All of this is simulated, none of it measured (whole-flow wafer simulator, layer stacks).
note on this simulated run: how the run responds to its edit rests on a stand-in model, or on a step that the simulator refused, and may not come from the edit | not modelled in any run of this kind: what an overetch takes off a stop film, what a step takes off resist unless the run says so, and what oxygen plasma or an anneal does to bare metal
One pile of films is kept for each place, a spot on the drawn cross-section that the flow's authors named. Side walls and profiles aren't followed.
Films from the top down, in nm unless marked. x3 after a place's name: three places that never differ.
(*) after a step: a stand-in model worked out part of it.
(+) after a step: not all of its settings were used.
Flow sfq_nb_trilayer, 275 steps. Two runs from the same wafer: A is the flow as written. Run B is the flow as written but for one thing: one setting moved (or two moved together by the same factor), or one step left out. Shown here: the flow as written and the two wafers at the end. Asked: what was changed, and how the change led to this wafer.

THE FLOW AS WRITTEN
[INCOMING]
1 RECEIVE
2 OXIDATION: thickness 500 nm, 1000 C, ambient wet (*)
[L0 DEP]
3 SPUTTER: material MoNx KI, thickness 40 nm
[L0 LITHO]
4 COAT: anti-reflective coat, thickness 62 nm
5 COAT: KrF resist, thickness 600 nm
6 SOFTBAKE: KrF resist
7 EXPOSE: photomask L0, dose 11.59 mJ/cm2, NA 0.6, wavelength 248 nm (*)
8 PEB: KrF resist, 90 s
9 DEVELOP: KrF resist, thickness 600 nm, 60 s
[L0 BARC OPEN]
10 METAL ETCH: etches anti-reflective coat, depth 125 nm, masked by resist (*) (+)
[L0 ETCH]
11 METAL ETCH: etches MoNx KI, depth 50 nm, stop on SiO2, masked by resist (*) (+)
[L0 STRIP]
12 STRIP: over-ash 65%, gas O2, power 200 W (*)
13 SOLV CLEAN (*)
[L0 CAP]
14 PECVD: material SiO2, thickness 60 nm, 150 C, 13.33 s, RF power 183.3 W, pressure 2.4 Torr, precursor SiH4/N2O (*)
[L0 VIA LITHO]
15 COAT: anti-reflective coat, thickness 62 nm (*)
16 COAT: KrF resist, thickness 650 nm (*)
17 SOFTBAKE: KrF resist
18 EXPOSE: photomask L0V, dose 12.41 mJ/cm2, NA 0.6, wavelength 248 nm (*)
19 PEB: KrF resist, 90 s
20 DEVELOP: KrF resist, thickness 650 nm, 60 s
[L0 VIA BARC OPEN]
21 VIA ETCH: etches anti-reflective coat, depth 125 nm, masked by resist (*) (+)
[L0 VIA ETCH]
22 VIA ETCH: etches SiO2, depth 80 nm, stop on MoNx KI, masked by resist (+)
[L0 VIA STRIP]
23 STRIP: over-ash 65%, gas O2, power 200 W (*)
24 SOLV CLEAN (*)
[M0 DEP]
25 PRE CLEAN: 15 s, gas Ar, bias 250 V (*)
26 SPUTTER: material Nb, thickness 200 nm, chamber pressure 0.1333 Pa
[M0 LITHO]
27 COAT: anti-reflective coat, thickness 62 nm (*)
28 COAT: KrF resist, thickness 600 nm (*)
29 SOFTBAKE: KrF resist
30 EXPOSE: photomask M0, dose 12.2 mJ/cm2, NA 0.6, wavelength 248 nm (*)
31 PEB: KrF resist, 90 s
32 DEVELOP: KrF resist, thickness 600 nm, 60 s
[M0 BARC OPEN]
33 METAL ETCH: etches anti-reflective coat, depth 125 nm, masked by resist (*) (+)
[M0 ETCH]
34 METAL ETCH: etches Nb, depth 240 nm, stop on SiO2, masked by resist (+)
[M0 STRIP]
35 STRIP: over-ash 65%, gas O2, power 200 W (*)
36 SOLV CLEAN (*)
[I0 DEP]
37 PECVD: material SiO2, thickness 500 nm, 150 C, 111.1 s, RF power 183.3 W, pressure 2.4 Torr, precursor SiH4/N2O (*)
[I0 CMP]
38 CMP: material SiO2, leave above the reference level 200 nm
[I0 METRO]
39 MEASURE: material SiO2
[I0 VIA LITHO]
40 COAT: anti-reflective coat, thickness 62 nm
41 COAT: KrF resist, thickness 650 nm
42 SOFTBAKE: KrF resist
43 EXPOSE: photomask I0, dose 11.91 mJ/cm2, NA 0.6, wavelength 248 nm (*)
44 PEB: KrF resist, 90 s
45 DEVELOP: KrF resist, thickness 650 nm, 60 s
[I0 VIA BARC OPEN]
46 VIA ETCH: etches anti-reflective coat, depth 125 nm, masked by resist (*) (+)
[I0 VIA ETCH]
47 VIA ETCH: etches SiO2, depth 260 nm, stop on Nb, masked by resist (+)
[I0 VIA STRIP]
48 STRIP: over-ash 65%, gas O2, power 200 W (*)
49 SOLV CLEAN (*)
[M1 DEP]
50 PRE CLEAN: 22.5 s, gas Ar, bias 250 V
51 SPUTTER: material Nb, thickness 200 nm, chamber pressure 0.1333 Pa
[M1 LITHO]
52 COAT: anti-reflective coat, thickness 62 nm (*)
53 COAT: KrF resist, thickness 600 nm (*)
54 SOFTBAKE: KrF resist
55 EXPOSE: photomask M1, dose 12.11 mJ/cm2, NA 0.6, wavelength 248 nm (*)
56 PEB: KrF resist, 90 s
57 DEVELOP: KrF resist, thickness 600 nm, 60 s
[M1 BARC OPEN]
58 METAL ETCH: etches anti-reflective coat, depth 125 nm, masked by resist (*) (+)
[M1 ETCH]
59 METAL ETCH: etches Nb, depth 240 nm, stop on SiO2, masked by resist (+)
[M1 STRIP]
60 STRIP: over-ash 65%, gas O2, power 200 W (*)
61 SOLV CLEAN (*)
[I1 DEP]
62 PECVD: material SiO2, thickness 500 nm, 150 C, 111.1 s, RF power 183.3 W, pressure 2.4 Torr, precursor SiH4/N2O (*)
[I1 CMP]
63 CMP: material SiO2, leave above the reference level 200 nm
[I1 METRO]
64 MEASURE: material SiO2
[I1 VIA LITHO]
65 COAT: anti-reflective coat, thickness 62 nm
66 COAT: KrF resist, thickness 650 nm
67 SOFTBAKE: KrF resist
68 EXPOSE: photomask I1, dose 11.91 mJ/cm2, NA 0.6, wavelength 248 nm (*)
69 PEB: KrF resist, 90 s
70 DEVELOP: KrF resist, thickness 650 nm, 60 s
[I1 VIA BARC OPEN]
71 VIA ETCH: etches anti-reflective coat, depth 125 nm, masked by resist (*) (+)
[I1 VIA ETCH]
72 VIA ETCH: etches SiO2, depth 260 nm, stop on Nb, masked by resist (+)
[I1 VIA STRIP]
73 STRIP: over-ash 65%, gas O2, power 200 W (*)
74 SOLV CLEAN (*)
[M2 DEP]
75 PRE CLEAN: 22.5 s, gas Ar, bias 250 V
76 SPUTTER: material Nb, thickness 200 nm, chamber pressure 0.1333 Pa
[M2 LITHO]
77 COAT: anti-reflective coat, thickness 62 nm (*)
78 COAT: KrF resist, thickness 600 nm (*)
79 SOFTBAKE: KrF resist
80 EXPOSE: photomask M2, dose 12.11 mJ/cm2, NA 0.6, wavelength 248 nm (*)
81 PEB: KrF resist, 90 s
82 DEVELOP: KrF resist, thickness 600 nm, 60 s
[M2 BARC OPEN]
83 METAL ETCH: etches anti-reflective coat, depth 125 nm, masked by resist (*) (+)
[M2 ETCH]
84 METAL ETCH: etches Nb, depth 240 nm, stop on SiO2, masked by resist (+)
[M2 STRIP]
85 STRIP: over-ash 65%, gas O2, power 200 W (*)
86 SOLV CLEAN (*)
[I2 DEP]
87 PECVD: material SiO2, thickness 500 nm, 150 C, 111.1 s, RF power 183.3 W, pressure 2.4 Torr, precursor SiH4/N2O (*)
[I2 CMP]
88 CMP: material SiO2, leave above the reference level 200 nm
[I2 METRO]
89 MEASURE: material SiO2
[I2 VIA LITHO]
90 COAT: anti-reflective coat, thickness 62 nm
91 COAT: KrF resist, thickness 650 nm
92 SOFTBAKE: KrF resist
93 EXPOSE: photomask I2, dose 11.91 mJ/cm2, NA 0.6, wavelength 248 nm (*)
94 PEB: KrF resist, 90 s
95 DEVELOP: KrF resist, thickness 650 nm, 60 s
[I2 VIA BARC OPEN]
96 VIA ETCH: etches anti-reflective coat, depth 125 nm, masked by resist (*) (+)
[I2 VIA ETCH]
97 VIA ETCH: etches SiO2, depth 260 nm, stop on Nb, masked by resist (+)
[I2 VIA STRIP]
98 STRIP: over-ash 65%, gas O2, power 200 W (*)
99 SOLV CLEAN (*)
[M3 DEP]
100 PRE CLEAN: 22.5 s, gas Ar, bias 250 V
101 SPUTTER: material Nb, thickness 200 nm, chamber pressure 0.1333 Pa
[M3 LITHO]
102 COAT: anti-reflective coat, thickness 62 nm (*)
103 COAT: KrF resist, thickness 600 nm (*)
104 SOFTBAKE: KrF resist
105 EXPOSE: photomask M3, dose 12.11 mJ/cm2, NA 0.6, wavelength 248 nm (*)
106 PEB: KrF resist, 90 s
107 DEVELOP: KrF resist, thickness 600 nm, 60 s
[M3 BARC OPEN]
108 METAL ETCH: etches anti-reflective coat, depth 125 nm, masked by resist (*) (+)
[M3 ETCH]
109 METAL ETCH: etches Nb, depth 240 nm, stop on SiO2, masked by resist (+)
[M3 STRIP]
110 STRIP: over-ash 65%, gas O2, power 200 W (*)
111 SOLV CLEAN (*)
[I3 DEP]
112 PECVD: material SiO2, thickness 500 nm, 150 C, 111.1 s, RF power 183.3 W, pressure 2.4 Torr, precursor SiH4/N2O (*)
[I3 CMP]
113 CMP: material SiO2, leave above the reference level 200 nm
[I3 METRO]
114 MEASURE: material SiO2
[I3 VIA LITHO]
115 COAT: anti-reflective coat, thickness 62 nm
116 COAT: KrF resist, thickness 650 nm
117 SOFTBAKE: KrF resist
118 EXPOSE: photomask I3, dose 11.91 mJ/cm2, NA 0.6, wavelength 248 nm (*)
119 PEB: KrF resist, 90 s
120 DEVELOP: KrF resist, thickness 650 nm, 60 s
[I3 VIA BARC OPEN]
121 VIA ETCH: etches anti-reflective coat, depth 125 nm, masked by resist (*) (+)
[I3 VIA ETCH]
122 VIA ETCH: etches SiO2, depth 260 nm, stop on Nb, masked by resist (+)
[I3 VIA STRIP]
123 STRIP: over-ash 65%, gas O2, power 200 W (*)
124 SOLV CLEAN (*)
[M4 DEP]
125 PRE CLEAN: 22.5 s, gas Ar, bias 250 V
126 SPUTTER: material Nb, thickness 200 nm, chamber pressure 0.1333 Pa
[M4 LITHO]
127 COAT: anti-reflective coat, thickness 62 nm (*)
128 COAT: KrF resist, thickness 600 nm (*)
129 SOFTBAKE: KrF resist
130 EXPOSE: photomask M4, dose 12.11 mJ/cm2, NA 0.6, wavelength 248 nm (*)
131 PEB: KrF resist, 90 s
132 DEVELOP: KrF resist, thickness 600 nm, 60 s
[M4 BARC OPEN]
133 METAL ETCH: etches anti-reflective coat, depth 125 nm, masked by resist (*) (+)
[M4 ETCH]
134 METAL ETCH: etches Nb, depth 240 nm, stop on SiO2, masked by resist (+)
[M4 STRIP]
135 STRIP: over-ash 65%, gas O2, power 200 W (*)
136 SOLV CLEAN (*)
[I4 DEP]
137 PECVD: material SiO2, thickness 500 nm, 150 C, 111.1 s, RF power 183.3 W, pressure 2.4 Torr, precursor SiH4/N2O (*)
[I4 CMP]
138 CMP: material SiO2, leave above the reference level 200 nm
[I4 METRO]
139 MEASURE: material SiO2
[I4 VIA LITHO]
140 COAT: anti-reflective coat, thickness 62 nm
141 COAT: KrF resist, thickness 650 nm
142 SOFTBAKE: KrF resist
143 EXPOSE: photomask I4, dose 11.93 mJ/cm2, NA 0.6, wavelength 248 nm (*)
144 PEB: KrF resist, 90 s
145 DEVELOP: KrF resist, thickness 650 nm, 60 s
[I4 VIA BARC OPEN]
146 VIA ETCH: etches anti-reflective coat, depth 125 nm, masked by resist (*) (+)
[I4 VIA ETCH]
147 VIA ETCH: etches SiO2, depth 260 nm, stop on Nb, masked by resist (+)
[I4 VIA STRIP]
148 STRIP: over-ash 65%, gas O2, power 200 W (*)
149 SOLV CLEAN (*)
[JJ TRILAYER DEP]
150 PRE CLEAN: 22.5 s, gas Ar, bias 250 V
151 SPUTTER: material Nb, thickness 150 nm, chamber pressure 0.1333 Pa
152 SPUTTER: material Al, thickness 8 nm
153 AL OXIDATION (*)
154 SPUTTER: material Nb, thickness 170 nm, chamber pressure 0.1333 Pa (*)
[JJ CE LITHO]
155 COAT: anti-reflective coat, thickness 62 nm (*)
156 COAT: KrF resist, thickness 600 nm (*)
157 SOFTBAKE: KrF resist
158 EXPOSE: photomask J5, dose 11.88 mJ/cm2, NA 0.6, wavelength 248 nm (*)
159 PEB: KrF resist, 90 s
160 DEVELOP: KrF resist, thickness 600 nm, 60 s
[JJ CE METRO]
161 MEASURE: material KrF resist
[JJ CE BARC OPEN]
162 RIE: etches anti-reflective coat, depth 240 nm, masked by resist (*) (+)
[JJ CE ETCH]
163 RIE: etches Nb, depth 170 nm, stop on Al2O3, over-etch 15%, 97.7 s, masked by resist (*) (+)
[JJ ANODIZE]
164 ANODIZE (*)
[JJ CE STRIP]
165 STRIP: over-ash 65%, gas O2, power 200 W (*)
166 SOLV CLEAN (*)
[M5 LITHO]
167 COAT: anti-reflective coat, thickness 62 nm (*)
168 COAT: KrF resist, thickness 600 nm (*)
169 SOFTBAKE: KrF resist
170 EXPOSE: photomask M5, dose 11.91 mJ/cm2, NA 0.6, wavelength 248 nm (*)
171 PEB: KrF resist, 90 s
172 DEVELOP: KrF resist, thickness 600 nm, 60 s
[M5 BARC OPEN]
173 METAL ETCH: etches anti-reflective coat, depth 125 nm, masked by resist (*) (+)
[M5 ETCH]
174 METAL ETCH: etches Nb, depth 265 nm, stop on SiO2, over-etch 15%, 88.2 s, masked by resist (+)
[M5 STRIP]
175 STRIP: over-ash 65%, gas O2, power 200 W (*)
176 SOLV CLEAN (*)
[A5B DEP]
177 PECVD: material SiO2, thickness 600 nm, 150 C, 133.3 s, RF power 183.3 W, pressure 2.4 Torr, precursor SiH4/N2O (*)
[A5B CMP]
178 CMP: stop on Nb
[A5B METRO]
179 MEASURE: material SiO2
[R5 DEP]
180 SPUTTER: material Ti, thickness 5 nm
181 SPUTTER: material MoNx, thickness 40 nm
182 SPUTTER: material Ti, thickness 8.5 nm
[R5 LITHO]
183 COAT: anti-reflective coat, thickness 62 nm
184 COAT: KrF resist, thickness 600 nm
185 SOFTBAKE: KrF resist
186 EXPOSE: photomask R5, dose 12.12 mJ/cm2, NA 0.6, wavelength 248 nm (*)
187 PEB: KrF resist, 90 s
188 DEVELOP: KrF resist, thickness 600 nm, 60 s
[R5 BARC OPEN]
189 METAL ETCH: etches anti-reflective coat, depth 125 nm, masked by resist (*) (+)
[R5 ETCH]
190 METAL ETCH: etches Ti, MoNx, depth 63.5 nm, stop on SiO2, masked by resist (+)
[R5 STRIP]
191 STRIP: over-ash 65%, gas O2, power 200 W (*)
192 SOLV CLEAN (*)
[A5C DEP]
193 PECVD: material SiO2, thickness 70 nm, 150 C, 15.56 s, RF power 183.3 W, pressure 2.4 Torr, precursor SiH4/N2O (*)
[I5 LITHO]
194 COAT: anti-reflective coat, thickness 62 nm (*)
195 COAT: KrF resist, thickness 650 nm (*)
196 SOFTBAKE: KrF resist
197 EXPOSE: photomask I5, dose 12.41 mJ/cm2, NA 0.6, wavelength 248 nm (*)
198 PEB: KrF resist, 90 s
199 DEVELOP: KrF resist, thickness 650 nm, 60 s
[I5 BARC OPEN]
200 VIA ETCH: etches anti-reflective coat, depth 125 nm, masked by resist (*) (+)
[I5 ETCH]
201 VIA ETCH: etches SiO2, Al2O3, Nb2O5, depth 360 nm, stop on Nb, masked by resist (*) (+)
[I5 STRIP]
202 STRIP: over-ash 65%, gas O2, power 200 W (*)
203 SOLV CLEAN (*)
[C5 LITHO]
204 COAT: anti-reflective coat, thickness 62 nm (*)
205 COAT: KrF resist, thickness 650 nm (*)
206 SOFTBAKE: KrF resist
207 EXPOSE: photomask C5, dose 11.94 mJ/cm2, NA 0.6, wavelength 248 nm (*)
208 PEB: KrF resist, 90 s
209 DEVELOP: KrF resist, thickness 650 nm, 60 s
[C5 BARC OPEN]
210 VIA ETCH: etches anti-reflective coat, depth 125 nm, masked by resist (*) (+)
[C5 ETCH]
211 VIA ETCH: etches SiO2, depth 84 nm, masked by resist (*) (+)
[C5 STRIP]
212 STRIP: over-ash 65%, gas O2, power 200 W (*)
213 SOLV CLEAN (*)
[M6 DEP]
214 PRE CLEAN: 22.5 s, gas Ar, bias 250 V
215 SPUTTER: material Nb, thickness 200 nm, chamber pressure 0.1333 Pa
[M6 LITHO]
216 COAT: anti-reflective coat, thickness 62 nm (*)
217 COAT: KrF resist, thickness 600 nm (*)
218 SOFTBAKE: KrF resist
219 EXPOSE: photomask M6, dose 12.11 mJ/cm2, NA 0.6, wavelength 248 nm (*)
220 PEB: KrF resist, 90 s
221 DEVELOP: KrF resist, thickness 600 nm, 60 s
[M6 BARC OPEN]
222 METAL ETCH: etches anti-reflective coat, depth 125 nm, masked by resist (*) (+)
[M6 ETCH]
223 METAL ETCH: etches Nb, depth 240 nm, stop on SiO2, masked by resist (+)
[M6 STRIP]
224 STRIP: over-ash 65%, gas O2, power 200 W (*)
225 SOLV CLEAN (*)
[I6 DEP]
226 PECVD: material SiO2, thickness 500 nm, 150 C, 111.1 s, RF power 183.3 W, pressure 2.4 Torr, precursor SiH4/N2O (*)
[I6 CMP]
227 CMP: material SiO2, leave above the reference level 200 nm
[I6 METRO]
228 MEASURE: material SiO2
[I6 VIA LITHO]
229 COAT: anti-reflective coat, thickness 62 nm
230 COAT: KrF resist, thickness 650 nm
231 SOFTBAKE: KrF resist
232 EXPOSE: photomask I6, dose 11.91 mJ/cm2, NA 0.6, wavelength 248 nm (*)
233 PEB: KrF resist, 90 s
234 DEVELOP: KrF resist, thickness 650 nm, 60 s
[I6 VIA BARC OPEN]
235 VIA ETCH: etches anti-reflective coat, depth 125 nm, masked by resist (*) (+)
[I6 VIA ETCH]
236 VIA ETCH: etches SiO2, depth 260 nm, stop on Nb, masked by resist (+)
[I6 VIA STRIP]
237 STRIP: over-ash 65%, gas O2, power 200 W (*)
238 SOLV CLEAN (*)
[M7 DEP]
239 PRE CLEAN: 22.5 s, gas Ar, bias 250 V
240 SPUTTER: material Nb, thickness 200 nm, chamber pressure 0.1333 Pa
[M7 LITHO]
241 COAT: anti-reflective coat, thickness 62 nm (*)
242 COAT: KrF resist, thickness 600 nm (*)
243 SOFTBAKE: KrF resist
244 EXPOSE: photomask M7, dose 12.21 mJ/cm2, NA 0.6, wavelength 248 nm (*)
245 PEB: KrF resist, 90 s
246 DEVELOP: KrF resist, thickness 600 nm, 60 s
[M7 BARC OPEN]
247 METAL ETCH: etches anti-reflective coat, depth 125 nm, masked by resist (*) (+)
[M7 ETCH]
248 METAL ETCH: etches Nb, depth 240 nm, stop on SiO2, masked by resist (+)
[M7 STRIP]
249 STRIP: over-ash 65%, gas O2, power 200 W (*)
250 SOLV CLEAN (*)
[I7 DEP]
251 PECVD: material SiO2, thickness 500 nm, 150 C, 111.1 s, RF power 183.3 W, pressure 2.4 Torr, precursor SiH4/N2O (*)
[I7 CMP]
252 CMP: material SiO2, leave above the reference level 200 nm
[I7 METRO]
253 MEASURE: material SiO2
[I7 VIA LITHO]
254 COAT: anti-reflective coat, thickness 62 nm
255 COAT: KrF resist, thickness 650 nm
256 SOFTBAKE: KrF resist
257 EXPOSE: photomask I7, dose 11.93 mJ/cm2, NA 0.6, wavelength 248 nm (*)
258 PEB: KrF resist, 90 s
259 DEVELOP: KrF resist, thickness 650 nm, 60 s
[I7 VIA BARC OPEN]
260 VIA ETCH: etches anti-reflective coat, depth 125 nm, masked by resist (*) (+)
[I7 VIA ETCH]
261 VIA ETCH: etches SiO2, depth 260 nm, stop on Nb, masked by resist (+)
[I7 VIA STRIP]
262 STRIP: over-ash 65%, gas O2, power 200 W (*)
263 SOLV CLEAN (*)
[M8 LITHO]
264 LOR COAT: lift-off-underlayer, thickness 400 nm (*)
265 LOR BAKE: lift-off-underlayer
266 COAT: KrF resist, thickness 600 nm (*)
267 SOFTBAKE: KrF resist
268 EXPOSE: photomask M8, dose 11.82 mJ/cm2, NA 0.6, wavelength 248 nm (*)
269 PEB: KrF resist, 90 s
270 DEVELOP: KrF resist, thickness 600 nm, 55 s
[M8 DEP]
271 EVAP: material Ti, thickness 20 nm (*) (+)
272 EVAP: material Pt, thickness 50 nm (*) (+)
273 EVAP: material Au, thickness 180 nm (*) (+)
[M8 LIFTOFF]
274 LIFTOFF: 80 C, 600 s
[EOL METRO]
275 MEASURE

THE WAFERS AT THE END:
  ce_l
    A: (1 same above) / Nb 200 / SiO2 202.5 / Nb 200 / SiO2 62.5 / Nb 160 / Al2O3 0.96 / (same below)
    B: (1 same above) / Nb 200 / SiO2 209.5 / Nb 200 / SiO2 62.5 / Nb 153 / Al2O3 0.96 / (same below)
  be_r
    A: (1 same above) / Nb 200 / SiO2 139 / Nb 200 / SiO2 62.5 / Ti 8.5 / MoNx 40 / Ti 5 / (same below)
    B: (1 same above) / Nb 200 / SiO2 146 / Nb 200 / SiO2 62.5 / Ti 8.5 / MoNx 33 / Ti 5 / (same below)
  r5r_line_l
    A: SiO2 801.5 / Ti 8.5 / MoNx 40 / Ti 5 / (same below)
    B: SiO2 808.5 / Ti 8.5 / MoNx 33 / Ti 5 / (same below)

The cause: step 181, SPUTTER: thickness 33 nm was run, where the flow has thickness 40 nm.
It can be read off the wafer: be_r has MoNx 33, and step 181 as written asks for 40 nm.

How the change led to this, step by step:
  181 SPUTTER: material MoNx, thickness 40 nm
      field_l, v_sur, via_wl and 103 more: A MoNx +40 (new film) | B MoNx +33 (new film)
  190 METAL ETCH: etches Ti, MoNx, depth 63.5 nm, stop on SiO2, masked by resist (+)
      field_l, v_sur, via_wl and 92 more: A Ti -8.5 (all of it), MoNx -40 (all of it), Ti -5 (all of it) | B Ti -8.5 (all of it), MoNx -33 (all of it), Ti -5 (all of it)
      ce_l, c5j, ce_r, wl_jj: A Ti -8.5 (all of it), MoNx -40 (all of it), Ti -5 (all of it), Nb -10 | B Ti -8.5 (all of it), MoNx -33 (all of it), Ti -5 (all of it), Nb -17
  194 COAT: anti-reflective coat, thickness 62 nm (*)
      wl_j_sl, wl_j_sr: A anti-reflective coat +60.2 (new film) | B anti-reflective coat +58.9 (new film)
      r5r_spacepad_l, r5r_spacepad_r: A anti-reflective coat +84.4 (new film) | B anti-reflective coat +81.4 (new film)
      (and at 9 more places)
  202 STRIP: over-ash 65%, gas O2, power 200 W (*)
      wl_j_sl, wl_j_sr: A KrF resist -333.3 (all of it), anti-reflective coat -60.2 (all of it) | B KrF resist -333.4 (all of it), anti-reflective coat -58.9 (all of it)
      r5r_spacepad_l, r5r_spacepad_r: A KrF resist -335.6 (all of it), anti-reflective coat -84.4 (all of it) | B KrF resist -335.4 (all of it), anti-reflective coat -81.4 (all of it)
      (and at 9 more places)
  204 COAT: anti-reflective coat, thickness 62 nm (*)
      wl_j_sl, wl_j_sr: A anti-reflective coat +60.2 (new film) | B anti-reflective coat +58.9 (new film)
      r5r_spacepad_l, r5r_spacepad_r: A anti-reflective coat +84.4 (new film) | B anti-reflective coat +81.4 (new film)
      (and at 10 more places)
  210 VIA ETCH: etches anti-reflective coat, depth 125 nm, masked by resist (*) (+)
      c5j: A anti-reflective coat -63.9 (all of it), SiO2 -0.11 | B anti-reflective coat -65.9 (all of it), SiO2 -0.1
  212 STRIP: over-ash 65%, gas O2, power 200 W (*)
      wl_j_sl, wl_j_sr: A KrF resist -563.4 (all of it), anti-reflective coat -60.2 (all of it) | B KrF resist -563 (all of it), anti-reflective coat -58.9 (all of it)
      r5r_spacepad_l, r5r_spacepad_r: A KrF resist -565.8 (all of it), anti-reflective coat -84.4 (all of it) | B KrF resist -565 (all of it), anti-reflective coat -81.4 (all of it)
      (and at 9 more places)
  216 COAT: anti-reflective coat, thickness 62 nm (*)
      r5r_line_l, r5r_line_c: A anti-reflective coat +50 (new film) | B anti-reflective coat +51.2 (new film)
      r5r_spacepad_l, r5r_spacepad_r: A anti-reflective coat +85.7 (new film) | B anti-reflective coat +82.3 (new film)
      (and at 8 more places)
  222 METAL ETCH: etches anti-reflective coat, depth 125 nm, masked by resist (*) (+)
      r5r_line_l, r5r_line_c: A anti-reflective coat -50 (all of it) | B anti-reflective coat -51.2 (all of it)
      r5r_spacepad_l, r5r_spacepad_r: A anti-reflective coat -85.7 (all of it) | B anti-reflective coat -82.3 (all of it)
      (and at 2 more places)
  224 STRIP: over-ash 65%, gas O2, power 200 W (*)
      jj_sur: A KrF resist -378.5 (all of it), anti-reflective coat -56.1 (all of it) | B KrF resist -378.1 (all of it), anti-reflective coat -54.8 (all of it)
      ce_l: A KrF resist -397.1 (all of it), anti-reflective coat -48 (all of it) | B KrF resist -399.7 (all of it), anti-reflective coat -50.2 (all of it)
      (and at 4 more places)
  227 CMP: material SiO2, leave above the reference level 200 nm
      ce_l, ce_r, wl_jj: A SiO2 -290 | B SiO2 -283
      r5r_line_l, r5r_line_c, r5r_line_r: A SiO2 -153.5 | B SiO2 -146.5
      (and at 4 more places)
